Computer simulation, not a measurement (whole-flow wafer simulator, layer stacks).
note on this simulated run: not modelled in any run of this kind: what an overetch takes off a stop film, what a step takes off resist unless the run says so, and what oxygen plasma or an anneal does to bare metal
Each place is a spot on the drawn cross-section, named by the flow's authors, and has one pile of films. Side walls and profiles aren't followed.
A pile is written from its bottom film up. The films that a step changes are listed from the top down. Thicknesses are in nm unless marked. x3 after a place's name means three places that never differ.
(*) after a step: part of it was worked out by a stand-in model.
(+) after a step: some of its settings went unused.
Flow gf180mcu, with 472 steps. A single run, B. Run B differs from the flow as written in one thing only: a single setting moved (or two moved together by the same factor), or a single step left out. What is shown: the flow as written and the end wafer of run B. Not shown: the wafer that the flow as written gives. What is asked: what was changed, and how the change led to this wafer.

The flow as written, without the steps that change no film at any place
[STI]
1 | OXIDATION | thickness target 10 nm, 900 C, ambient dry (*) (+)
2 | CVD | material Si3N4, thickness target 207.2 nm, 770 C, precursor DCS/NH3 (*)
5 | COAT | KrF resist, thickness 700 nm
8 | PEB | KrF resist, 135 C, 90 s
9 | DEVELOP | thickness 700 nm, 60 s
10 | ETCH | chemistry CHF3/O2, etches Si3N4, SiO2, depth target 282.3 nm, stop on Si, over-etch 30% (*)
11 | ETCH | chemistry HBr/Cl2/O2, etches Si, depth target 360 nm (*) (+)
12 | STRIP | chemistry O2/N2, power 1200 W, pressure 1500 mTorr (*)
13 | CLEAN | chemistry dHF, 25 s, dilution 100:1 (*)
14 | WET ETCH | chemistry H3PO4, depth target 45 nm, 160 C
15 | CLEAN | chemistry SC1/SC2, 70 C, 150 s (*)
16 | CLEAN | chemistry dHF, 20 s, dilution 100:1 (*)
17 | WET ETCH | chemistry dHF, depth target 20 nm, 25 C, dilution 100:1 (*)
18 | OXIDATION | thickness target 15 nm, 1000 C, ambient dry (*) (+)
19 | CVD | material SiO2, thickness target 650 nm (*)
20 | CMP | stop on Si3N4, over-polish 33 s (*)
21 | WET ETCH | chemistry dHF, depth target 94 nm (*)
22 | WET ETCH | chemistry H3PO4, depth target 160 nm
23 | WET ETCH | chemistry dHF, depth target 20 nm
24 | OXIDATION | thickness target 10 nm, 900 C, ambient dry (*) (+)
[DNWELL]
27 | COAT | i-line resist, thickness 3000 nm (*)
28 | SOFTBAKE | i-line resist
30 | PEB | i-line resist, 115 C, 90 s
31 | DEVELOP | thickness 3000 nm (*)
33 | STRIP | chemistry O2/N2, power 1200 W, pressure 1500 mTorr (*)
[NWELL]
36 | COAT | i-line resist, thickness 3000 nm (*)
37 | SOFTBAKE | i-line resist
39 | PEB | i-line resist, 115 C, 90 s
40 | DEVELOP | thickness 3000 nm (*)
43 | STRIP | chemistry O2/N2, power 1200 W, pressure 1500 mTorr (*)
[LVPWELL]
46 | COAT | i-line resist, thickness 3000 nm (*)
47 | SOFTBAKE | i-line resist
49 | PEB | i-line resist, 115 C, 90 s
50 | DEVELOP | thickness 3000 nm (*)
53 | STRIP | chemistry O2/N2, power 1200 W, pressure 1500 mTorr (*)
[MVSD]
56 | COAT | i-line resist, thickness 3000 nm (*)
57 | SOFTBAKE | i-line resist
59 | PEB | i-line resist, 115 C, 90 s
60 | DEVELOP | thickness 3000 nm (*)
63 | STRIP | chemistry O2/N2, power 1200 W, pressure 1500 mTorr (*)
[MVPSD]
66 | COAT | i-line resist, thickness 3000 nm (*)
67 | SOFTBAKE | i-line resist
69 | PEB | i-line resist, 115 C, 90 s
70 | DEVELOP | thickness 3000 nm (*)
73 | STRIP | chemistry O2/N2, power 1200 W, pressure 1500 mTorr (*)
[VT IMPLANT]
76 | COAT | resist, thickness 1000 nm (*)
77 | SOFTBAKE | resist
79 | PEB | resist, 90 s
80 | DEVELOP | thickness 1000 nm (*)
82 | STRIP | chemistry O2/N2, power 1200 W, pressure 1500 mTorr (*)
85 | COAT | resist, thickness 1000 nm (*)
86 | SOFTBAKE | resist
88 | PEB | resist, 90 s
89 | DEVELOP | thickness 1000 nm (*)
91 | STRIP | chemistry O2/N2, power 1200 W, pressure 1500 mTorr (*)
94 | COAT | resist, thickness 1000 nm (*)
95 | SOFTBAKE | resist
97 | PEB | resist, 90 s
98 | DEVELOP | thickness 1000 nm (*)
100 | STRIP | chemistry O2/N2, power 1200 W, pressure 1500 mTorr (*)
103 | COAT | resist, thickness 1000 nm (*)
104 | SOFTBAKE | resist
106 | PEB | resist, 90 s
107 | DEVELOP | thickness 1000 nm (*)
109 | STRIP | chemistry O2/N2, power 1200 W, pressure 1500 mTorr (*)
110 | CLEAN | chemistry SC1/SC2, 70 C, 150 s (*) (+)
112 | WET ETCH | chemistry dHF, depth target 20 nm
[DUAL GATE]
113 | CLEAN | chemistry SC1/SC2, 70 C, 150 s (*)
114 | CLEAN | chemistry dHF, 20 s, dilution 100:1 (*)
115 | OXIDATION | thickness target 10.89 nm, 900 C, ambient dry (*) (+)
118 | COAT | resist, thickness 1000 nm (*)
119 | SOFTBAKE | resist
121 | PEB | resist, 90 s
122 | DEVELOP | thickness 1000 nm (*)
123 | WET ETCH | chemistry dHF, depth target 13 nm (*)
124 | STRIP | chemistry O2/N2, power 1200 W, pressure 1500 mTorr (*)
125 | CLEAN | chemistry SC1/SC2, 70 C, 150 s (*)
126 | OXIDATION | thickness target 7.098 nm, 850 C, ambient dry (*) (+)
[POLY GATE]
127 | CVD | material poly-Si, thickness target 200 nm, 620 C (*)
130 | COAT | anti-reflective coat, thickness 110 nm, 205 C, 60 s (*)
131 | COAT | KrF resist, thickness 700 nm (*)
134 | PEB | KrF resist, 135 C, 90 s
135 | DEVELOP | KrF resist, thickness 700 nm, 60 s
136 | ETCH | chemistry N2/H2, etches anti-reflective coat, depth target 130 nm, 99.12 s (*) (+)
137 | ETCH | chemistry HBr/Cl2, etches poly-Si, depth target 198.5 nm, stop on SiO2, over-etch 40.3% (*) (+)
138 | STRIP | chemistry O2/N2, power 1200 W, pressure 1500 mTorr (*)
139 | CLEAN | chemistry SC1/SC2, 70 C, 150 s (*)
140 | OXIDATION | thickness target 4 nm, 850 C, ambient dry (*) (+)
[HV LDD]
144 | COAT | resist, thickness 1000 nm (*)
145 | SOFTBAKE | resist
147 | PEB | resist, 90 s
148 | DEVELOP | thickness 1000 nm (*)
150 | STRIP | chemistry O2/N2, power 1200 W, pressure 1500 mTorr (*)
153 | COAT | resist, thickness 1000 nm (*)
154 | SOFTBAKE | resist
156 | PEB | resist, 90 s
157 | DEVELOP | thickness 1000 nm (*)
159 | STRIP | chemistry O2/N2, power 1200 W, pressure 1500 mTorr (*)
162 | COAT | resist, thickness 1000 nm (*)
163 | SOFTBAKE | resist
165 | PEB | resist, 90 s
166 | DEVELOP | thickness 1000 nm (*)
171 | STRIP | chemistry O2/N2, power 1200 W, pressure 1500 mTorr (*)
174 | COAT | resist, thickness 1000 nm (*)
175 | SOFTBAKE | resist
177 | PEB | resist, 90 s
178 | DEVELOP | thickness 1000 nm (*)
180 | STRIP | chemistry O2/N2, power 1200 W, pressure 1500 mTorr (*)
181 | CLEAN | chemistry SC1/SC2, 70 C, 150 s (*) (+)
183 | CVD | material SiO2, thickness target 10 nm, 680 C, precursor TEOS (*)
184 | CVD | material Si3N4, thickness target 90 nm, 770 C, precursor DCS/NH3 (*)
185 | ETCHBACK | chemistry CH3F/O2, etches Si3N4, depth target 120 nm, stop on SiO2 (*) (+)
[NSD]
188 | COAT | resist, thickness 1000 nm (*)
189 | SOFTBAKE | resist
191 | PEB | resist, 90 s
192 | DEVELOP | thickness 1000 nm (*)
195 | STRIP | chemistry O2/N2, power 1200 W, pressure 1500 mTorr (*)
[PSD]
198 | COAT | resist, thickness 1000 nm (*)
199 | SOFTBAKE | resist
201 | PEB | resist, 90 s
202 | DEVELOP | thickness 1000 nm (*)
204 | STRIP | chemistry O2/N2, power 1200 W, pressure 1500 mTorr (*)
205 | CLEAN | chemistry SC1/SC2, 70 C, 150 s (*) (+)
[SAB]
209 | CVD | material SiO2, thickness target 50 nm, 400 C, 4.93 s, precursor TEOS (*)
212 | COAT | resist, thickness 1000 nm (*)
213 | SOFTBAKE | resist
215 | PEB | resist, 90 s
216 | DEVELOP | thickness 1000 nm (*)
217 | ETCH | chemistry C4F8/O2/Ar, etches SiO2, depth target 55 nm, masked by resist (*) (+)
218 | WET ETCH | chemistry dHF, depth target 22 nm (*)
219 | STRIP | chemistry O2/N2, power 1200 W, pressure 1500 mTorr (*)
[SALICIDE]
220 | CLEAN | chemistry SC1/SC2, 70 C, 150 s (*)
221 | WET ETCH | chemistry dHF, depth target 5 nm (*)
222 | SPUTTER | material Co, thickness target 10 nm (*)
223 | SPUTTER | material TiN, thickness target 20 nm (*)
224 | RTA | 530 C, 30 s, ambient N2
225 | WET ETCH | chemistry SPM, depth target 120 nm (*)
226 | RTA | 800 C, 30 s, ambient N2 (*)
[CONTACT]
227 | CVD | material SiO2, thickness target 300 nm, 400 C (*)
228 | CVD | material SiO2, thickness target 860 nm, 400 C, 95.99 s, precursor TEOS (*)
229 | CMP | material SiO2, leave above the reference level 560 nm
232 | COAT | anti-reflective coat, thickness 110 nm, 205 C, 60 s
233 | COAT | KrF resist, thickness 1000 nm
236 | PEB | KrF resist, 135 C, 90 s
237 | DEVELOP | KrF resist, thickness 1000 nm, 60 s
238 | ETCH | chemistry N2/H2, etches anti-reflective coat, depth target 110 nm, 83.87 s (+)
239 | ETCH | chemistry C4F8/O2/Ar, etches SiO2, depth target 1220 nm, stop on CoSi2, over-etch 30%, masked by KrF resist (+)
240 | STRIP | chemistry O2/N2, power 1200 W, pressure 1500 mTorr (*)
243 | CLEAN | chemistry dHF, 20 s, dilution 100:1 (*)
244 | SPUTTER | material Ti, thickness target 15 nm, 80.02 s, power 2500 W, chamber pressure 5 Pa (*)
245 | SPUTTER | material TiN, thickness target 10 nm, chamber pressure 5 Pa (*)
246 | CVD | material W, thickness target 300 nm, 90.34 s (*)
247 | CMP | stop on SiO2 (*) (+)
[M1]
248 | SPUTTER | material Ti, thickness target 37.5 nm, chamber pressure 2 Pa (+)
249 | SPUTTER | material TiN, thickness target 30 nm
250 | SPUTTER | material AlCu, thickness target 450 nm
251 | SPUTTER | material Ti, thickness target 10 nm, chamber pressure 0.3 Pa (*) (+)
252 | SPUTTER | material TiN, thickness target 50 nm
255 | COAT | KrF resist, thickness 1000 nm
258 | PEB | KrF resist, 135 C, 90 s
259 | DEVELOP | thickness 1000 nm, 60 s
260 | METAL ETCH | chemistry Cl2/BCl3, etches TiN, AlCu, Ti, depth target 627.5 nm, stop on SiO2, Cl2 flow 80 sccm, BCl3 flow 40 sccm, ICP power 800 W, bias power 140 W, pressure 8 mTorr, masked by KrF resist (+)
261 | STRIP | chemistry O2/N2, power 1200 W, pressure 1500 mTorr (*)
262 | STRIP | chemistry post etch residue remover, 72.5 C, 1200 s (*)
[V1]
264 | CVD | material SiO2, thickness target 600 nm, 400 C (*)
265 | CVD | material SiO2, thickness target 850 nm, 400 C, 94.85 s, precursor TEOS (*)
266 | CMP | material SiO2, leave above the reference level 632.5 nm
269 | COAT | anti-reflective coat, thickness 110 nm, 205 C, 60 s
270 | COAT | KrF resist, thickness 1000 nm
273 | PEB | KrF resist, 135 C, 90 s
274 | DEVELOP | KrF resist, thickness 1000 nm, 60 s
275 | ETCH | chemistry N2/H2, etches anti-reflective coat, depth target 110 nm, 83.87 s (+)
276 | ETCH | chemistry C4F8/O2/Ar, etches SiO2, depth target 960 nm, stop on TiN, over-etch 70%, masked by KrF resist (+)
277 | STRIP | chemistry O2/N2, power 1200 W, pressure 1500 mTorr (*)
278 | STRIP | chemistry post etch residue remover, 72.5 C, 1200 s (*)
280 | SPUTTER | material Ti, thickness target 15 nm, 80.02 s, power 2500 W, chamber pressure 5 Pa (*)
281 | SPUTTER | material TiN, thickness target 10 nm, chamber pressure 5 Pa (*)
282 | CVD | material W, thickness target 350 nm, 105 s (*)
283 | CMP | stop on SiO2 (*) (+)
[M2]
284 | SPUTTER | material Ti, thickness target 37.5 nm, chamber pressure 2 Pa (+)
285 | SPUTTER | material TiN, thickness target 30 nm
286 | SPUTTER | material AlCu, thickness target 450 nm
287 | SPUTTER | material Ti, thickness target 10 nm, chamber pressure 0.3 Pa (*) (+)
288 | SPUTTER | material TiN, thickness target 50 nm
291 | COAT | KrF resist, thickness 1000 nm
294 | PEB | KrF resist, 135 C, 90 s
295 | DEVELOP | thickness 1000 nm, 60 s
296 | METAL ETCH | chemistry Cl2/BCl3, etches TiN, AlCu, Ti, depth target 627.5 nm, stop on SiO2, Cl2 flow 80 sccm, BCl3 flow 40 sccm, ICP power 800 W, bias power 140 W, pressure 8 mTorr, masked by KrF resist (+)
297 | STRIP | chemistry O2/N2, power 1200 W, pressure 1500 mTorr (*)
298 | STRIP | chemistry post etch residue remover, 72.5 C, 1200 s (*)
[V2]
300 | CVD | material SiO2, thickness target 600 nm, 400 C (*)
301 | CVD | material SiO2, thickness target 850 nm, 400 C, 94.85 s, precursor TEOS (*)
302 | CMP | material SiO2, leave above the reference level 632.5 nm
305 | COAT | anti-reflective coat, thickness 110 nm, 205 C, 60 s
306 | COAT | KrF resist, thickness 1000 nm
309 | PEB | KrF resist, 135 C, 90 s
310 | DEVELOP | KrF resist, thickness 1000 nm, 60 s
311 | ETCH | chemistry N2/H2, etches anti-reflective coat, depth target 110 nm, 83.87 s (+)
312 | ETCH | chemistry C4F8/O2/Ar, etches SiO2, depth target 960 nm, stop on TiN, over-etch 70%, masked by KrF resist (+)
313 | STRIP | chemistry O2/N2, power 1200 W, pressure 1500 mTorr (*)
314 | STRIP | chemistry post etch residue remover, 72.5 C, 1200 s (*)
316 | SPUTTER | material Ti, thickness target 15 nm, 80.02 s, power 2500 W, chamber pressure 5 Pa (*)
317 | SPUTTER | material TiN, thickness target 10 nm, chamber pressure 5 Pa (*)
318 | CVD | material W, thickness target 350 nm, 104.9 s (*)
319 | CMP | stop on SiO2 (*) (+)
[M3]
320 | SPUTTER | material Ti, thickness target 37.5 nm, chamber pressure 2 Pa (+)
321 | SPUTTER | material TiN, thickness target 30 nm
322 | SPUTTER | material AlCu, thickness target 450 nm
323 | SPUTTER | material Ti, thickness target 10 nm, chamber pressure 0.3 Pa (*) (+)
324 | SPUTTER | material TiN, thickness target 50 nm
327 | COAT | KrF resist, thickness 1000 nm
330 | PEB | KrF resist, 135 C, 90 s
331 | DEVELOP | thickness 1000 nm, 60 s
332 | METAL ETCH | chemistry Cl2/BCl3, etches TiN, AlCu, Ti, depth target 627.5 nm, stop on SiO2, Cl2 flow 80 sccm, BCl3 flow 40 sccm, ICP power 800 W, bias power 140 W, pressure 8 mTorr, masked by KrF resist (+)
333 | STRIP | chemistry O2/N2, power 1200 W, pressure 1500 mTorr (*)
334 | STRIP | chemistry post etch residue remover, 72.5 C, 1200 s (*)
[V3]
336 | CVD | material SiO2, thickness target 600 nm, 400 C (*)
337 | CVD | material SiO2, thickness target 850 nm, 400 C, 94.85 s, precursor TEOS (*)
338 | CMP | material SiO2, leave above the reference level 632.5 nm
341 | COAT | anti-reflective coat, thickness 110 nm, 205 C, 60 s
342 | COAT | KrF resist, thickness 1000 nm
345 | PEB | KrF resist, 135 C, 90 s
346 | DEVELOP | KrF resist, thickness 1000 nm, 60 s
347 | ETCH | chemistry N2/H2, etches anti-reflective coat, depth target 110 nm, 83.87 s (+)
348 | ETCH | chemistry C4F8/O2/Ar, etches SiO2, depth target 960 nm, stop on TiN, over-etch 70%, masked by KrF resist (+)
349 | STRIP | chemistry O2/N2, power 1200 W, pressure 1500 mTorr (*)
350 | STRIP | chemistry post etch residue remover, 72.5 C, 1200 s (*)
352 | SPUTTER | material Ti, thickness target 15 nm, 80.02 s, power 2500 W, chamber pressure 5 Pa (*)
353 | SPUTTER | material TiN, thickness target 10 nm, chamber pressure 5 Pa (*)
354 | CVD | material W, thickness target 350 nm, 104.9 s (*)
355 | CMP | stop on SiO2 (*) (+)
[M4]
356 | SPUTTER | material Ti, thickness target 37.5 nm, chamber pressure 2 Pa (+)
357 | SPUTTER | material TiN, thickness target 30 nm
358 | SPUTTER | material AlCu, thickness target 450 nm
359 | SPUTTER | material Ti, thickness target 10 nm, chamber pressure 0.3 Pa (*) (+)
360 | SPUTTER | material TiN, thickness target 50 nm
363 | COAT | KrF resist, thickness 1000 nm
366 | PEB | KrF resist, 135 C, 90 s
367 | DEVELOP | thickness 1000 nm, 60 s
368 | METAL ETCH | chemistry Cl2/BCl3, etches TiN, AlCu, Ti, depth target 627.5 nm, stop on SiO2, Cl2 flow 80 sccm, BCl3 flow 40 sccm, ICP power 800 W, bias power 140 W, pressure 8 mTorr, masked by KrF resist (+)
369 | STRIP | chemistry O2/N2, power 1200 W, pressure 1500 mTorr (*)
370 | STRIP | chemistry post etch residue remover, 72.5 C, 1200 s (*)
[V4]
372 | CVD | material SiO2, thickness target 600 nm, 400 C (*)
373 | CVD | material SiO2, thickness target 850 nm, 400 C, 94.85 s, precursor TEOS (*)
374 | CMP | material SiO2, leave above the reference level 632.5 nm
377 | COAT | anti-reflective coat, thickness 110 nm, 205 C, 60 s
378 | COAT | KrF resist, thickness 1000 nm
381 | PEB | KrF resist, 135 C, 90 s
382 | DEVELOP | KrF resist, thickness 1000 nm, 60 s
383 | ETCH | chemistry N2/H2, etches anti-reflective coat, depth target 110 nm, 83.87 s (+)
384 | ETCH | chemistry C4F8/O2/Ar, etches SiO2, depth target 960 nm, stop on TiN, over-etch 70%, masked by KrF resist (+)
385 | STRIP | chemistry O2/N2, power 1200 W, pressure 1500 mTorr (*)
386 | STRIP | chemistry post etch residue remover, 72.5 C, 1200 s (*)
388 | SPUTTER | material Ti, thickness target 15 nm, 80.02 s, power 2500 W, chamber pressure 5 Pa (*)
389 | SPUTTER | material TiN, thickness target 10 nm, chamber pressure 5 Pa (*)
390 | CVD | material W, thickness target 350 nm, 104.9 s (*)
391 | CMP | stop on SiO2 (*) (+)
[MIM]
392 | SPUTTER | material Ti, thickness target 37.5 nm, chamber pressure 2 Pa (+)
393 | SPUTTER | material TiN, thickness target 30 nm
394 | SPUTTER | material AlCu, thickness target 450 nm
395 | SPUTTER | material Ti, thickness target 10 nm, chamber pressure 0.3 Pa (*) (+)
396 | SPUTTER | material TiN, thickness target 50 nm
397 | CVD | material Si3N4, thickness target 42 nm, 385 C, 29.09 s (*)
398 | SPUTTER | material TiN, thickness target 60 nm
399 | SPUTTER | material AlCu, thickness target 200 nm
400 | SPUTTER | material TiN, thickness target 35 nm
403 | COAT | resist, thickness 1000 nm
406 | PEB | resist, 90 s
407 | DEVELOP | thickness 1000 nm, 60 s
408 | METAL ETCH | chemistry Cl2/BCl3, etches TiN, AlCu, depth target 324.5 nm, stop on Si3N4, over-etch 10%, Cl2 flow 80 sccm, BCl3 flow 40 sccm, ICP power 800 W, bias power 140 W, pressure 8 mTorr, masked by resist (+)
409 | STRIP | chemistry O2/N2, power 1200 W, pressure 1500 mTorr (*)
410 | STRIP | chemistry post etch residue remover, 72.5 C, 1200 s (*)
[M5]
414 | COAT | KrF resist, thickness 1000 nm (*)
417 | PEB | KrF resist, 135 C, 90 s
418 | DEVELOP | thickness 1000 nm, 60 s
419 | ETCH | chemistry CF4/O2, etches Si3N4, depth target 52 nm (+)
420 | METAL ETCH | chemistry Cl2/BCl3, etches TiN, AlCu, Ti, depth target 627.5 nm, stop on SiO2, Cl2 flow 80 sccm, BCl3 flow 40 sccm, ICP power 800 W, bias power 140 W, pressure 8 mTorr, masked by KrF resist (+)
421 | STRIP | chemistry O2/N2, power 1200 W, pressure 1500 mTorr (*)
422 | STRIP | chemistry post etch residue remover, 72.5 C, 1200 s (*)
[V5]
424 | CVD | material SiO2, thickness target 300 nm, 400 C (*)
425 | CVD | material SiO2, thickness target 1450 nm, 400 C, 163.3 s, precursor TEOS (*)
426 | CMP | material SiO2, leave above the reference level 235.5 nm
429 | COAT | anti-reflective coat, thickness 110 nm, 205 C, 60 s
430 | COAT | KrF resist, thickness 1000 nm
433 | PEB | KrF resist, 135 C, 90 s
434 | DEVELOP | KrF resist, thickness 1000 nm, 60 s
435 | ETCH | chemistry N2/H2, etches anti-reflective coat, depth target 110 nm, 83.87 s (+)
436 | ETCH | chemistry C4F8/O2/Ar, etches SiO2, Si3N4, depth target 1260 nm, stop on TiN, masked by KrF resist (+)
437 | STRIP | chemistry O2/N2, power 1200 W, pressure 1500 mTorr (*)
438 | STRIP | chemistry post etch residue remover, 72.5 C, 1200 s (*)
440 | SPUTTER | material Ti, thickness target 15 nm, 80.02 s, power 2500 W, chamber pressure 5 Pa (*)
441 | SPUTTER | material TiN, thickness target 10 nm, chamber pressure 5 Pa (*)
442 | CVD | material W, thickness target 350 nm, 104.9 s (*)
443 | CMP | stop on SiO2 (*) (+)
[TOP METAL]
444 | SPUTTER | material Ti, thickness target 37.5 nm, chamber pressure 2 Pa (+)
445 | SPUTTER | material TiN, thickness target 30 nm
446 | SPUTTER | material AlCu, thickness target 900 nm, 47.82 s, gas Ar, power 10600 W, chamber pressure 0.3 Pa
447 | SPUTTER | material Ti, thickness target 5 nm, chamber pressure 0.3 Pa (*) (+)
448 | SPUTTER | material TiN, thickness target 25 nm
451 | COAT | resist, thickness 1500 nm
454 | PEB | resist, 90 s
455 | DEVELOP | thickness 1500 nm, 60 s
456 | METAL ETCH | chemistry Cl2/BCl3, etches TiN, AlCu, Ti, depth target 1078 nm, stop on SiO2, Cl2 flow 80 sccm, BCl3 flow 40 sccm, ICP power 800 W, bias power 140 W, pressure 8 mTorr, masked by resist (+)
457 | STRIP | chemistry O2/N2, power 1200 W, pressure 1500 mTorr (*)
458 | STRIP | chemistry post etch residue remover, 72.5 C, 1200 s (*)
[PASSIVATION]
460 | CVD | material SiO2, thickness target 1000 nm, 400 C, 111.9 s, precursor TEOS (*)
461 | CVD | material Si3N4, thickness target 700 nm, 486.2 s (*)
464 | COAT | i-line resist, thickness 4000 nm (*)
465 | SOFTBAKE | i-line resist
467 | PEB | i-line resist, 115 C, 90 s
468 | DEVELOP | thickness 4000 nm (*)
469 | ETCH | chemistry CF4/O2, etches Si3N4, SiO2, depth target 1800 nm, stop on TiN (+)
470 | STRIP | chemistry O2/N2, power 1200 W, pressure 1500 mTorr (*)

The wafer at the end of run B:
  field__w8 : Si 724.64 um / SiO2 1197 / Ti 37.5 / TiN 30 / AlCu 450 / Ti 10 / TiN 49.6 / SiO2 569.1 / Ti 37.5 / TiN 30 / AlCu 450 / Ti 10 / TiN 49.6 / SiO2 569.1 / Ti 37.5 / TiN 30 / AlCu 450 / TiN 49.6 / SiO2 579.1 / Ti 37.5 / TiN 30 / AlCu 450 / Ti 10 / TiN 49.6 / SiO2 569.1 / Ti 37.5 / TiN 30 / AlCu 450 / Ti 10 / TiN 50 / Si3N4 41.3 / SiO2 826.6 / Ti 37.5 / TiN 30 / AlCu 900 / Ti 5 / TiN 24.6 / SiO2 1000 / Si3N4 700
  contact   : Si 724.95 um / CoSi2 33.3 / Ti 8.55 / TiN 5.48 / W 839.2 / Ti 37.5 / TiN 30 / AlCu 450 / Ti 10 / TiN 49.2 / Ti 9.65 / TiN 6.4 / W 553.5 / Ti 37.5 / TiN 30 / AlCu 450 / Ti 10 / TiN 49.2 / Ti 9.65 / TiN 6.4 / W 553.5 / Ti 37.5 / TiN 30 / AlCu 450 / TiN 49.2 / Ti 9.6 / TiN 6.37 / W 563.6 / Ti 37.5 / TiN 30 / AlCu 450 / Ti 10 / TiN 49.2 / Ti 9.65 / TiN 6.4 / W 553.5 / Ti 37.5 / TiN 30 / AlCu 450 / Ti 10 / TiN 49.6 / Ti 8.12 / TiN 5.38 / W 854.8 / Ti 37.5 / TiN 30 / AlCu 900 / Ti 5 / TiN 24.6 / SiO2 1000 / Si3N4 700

The reason: step 323, SPUTTER: material Ti, thickness target 10 nm, chamber pressure 0.3 Pa (*) (+), was not run.

The path from the change to this, step by step:
  332 | METAL ETCH | chemistry Cl2/BCl3, etches TiN, AlCu, Ti, depth target 627.5 nm, stop on SiO2, Cl2 flow 80 sccm, BCl3 flow 40 sccm, ICP power 800 W, bias power 140 W, pressure 8 mTorr, masked by KrF resist (+)
      field, field__w1, field__w2 and 103 more: TiN loses 50 (all of it), AlCu loses 450 (all of it), TiN loses 30 (all of it), Ti loses 37.5 (all of it) (as written it would have been: TiN loses 50 (all of it), Ti loses 10 (all of it), AlCu loses 450 (all of it), TiN loses 30 (all of it), Ti loses 37.5 (all of it))
